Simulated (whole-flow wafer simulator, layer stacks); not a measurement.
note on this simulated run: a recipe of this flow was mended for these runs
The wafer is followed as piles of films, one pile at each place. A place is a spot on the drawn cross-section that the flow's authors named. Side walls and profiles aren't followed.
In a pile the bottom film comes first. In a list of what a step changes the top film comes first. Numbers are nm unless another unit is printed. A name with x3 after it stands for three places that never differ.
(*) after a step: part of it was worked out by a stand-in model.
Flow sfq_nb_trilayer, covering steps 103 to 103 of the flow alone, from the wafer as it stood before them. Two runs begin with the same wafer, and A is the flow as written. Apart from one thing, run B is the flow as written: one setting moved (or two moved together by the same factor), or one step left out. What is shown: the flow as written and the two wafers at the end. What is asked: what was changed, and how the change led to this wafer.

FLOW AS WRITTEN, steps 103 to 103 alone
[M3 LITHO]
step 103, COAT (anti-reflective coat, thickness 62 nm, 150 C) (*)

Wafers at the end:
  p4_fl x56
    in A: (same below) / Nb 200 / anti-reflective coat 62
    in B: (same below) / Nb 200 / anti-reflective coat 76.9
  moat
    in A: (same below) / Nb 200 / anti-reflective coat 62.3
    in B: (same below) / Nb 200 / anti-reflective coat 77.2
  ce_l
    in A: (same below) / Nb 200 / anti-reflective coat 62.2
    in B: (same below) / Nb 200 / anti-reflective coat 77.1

Cause: step 103, COAT: thickness 76.9 nm was run, while the flow as written has thickness 62 nm.
The wafer lets one read it off: p4_fl x56 has anti-reflective coat 76.9, and step 103 as written asks for 62 nm.

The path from the change to this, step by step:
  step 103, COAT (anti-reflective coat, thickness 62 nm, 150 C) (*)
      p4_fl x56, wl_j_sl x15, wl_d_m1, l0r_line_l x3, m0r_space_l x2: A +62 anti-reflective coat (new film) | B +76.9 anti-reflective coat (new film)
      moat, field_r, lsp_l and 6 more: A +62.3 anti-reflective coat (new film) | B +77.2 anti-reflective coat (new film)
      (and at 20 other places as well)
